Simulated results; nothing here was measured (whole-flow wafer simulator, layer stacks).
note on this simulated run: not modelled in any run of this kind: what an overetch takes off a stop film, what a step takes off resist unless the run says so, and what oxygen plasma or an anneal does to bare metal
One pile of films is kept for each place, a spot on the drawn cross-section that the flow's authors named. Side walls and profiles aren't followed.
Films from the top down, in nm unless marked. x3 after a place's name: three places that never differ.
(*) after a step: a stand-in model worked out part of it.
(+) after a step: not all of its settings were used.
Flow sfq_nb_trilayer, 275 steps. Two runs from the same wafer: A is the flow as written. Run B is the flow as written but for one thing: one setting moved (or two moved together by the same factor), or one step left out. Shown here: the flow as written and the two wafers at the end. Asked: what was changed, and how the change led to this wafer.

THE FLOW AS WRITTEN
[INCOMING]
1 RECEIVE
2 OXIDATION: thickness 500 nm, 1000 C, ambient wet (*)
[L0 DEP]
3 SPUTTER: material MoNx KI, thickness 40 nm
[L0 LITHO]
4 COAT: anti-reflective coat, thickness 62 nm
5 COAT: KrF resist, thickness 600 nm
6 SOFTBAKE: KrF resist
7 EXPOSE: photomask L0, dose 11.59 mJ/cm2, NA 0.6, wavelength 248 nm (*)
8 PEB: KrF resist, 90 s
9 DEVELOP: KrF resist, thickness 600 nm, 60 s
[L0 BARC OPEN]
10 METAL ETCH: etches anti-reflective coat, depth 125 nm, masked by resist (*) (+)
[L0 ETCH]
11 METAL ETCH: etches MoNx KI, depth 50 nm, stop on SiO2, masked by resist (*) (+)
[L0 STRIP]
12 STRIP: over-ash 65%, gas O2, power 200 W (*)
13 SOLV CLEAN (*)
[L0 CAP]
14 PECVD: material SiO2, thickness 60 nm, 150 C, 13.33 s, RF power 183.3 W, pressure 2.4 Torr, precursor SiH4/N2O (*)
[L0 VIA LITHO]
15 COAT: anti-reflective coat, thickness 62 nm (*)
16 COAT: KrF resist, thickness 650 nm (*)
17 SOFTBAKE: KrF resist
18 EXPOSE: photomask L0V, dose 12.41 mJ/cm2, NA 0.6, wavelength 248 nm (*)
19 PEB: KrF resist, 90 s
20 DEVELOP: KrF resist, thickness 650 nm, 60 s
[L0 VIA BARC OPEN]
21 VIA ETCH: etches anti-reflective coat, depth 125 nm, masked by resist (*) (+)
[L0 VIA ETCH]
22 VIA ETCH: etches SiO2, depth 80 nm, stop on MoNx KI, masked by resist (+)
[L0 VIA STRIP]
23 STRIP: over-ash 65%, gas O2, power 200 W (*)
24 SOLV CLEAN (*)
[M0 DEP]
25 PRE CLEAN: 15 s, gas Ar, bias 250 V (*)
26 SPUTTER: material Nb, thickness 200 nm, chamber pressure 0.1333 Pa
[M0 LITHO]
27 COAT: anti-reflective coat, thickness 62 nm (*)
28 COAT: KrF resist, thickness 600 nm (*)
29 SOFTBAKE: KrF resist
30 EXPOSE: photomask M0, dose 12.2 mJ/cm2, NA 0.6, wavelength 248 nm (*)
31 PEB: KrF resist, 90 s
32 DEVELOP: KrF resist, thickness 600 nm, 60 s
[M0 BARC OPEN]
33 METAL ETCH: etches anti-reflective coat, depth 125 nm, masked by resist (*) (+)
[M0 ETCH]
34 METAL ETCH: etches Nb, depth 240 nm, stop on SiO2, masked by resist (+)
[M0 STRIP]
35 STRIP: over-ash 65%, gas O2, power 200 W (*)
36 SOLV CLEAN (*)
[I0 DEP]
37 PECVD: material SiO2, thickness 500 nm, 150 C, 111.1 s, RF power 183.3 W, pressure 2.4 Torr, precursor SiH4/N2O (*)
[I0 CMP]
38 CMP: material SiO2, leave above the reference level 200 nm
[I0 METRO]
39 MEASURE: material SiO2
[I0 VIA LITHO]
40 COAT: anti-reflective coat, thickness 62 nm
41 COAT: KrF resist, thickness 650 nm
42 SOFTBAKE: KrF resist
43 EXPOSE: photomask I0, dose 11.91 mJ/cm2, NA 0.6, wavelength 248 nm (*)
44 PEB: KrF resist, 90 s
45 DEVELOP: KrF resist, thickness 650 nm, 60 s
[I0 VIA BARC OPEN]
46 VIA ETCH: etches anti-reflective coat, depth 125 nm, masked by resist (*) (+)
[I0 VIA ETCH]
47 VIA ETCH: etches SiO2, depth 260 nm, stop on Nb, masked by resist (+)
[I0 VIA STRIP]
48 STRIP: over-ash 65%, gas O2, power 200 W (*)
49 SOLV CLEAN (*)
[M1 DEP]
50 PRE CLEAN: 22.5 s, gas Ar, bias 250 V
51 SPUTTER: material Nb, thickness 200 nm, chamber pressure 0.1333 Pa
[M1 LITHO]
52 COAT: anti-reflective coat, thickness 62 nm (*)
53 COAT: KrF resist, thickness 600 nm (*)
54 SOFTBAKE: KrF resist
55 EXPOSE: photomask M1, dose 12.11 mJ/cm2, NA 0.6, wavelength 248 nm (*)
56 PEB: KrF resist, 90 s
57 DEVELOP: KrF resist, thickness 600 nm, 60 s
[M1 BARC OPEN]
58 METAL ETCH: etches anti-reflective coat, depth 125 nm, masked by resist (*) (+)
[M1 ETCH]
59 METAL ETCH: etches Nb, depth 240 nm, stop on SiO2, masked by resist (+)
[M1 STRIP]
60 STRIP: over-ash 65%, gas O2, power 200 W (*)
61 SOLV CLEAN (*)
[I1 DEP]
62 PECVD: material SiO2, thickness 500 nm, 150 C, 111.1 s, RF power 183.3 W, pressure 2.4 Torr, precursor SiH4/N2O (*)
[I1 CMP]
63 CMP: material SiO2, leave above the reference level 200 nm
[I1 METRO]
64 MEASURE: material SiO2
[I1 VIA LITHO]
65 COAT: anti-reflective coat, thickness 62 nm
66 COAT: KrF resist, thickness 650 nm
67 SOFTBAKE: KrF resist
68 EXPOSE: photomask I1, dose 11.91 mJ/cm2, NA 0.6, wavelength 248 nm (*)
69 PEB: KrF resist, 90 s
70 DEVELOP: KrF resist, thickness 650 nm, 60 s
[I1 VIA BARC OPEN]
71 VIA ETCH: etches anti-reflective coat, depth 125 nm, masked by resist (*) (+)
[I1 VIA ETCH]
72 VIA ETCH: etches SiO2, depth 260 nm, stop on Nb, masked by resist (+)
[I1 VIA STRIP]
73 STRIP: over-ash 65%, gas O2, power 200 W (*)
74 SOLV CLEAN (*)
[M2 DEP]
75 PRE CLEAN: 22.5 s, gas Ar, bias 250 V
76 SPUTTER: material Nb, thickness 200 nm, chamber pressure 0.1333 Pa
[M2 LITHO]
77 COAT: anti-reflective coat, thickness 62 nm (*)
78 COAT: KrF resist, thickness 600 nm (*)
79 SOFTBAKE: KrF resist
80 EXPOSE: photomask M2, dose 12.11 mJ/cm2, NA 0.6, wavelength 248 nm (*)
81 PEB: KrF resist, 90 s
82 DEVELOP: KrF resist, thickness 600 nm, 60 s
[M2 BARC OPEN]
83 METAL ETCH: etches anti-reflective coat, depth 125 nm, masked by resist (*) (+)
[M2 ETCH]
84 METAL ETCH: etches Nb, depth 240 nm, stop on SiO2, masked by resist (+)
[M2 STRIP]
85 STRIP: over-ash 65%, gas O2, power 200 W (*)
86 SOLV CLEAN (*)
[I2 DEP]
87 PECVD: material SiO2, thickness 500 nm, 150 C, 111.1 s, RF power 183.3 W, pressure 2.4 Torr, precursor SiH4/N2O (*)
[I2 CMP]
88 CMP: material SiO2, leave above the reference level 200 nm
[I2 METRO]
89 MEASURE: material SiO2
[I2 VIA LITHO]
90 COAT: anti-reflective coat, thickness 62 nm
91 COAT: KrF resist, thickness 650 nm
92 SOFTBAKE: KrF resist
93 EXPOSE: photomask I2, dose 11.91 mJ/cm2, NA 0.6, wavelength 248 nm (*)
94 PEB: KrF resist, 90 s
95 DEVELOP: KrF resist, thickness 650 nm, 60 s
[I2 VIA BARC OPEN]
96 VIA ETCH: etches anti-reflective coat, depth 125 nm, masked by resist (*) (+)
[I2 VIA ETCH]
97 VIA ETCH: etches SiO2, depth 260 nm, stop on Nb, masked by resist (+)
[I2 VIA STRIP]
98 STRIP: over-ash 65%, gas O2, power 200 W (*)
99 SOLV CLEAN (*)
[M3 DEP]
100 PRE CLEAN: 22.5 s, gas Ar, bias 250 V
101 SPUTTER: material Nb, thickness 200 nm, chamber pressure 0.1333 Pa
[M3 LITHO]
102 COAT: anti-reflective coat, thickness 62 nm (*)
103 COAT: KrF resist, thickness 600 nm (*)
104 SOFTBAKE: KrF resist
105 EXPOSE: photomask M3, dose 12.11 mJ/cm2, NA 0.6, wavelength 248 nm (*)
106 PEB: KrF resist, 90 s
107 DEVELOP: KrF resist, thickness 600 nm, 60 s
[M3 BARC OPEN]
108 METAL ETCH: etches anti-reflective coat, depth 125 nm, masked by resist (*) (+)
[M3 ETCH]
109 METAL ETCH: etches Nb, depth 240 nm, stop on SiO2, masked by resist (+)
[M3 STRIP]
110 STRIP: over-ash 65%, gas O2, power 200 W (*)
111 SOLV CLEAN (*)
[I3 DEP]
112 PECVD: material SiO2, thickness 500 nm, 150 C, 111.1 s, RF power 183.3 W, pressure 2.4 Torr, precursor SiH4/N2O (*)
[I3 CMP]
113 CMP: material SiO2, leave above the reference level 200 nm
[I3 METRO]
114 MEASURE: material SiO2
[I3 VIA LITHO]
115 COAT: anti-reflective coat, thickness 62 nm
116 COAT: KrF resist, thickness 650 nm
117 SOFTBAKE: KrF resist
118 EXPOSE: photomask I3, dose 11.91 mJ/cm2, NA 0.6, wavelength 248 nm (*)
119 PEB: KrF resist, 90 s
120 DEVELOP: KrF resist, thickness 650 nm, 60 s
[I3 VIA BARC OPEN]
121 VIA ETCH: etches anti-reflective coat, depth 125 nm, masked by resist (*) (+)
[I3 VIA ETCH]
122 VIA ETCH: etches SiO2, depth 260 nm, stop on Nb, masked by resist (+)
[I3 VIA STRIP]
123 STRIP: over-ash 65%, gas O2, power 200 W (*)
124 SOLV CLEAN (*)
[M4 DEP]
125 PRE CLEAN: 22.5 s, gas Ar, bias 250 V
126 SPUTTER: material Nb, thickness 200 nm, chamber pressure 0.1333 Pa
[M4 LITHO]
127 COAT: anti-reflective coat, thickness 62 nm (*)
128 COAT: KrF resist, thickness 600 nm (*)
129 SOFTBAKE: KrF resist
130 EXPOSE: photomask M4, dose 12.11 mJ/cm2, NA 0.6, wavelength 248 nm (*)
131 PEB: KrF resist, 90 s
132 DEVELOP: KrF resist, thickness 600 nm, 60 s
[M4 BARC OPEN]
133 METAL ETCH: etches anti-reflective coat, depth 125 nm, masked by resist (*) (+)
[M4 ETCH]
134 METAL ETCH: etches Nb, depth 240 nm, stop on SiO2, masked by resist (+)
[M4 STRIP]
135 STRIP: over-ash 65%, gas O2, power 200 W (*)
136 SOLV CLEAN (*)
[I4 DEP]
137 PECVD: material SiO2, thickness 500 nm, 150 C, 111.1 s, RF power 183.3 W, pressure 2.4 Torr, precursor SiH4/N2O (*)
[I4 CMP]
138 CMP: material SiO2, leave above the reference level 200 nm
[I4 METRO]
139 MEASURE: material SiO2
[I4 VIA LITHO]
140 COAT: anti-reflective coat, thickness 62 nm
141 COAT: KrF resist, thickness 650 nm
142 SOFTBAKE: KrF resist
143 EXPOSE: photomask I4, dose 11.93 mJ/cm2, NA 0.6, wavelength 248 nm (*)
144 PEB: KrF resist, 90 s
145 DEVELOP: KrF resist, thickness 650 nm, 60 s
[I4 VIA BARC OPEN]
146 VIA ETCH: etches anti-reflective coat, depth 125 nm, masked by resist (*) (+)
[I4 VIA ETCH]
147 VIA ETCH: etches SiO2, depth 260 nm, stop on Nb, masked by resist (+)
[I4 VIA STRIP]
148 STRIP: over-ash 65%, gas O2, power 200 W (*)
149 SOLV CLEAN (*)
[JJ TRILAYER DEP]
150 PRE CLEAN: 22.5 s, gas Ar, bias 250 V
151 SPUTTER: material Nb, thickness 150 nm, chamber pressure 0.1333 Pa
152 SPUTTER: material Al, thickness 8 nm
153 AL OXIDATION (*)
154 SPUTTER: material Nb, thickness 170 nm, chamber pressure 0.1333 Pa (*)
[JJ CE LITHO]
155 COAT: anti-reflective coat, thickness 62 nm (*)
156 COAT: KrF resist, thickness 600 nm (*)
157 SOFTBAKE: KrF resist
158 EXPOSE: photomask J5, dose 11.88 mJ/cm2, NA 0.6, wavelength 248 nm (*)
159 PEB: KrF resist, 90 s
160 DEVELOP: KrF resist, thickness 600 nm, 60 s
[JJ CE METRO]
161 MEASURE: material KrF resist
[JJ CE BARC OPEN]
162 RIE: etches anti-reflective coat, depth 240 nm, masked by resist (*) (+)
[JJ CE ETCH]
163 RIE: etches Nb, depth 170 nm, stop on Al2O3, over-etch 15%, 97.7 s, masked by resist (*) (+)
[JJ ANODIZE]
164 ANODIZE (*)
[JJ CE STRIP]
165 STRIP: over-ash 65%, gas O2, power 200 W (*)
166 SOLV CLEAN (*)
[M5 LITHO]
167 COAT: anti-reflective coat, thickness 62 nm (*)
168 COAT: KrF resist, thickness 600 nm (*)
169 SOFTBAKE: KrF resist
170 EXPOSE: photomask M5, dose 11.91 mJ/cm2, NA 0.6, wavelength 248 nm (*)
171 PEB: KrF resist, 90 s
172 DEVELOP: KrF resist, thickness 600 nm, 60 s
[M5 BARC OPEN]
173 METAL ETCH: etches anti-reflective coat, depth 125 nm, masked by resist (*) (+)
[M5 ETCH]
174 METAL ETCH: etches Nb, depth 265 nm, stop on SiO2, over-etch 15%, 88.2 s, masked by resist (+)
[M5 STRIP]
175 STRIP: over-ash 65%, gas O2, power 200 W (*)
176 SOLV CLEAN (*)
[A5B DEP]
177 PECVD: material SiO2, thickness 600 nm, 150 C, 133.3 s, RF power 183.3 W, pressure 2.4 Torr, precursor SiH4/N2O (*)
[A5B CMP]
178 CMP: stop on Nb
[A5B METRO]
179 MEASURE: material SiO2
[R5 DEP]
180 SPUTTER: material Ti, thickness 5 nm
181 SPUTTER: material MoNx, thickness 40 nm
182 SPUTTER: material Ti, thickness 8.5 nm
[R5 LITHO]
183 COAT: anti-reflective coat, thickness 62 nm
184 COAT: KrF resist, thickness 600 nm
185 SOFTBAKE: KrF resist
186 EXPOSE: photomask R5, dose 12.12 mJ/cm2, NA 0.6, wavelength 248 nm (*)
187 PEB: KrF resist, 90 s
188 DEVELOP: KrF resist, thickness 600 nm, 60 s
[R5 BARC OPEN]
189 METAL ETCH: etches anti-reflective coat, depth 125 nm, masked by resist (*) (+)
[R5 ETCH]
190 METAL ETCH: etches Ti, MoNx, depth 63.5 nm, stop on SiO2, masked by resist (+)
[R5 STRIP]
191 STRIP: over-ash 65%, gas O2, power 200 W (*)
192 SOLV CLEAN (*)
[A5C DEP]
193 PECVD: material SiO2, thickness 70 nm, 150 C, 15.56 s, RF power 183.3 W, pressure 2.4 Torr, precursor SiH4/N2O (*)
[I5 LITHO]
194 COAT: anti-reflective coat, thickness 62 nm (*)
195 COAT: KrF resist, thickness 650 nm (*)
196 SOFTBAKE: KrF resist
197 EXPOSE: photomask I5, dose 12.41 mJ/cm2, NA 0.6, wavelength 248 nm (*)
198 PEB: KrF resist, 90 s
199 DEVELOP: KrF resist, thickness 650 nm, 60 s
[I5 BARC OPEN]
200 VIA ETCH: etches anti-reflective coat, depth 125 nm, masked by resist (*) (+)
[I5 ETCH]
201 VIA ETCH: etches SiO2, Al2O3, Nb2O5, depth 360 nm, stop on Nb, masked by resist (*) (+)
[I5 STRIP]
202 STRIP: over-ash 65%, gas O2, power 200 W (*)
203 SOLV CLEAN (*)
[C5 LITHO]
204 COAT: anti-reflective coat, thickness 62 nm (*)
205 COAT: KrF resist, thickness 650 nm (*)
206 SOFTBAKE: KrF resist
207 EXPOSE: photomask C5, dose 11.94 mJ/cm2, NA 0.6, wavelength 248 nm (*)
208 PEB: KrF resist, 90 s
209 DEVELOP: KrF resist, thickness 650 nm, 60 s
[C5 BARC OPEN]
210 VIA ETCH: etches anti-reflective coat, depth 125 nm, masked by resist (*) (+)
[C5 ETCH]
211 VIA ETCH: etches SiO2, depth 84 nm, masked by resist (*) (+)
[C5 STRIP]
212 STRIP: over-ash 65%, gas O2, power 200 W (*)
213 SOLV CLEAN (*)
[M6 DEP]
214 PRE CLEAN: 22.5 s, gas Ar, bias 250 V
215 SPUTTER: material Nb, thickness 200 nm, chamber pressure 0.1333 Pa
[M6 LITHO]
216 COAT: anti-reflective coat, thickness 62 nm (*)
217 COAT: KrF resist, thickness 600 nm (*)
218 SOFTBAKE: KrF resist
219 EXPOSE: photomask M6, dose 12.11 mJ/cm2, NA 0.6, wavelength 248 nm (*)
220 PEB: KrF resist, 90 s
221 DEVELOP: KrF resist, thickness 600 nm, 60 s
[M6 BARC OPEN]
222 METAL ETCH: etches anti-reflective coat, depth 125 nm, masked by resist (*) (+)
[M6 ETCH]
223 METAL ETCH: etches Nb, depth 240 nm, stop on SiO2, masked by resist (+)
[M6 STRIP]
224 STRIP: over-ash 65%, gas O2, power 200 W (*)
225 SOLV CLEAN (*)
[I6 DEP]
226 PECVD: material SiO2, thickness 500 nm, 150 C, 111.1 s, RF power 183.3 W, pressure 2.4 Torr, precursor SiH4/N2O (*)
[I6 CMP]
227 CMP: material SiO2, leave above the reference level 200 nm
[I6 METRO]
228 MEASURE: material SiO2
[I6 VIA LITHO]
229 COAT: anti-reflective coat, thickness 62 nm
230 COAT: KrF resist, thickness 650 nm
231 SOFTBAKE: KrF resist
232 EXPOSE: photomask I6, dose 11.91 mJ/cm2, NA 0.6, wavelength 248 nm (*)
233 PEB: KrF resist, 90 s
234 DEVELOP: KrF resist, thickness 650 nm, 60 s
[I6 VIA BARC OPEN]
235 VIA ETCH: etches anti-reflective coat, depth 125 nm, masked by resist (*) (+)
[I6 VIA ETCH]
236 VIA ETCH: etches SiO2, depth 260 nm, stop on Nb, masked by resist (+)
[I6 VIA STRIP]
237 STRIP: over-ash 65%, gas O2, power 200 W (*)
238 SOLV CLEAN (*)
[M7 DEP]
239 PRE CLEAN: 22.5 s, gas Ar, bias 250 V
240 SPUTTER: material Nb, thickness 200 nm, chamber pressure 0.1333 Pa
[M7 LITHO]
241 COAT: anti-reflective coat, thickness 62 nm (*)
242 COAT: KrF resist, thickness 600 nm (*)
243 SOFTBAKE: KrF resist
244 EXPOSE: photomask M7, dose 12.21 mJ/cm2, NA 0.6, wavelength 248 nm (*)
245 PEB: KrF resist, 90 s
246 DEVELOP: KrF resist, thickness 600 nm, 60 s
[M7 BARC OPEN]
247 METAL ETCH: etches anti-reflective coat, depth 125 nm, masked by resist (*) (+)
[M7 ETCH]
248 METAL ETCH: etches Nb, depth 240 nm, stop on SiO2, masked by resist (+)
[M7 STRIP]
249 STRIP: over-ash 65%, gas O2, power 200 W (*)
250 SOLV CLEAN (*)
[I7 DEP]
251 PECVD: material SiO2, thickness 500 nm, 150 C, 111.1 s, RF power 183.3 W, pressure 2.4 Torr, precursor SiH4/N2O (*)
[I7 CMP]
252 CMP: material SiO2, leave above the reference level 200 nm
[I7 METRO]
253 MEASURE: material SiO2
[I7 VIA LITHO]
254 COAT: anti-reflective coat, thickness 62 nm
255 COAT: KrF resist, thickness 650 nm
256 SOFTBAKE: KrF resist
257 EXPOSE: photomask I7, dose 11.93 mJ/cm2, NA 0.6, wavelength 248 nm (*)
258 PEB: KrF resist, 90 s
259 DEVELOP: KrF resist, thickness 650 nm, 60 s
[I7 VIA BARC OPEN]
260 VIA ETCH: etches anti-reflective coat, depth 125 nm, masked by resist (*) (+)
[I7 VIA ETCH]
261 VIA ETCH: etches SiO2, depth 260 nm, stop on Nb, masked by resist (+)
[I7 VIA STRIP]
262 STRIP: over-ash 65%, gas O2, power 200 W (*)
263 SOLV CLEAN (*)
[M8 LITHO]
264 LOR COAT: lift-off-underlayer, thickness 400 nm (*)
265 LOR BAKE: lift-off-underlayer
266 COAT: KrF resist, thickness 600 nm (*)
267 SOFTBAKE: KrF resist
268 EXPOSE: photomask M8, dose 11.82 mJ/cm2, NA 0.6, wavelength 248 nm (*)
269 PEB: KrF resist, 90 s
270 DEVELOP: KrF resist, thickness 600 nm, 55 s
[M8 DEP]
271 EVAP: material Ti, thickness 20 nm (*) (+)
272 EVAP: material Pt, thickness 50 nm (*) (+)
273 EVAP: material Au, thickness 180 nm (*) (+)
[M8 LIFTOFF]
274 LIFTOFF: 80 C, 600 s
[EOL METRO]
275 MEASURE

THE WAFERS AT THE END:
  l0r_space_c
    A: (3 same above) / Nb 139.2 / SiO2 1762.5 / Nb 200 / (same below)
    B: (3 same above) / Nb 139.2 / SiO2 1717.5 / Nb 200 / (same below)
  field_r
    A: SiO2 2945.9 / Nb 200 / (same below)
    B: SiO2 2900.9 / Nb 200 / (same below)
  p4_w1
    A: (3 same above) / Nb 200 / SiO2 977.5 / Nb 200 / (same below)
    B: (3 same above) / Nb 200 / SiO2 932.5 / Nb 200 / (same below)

The cause: step 76, SPUTTER: thickness 155 nm was run, where the flow has thickness 200 nm.

How the change led to this, step by step:
  76 SPUTTER: material Nb, thickness 200 nm, chamber pressure 0.1333 Pa
      field_l, v_sur, via_wl and 102 more: A Nb +200 (new film) | B Nb +155 (new film)
      via_v: A Nb +174.5 | B Nb +135.8
  84 METAL ETCH: etches Nb, depth 240 nm, stop on SiO2, masked by resist (+)
      field_l, be, be_sur and 81 more: A Nb -200 (all of it) | B Nb -155 (all of it)
      v_sur, via_wl, via_w and 19 more: A KrF resist -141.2 | B KrF resist -136.8
  88 CMP: material SiO2, leave above the reference level 200 nm
      field_l, be, be_sur and 81 more: A SiO2 -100 | B SiO2 -145
      via_v: A SiO2 -181.6 | B SiO2 -177.1
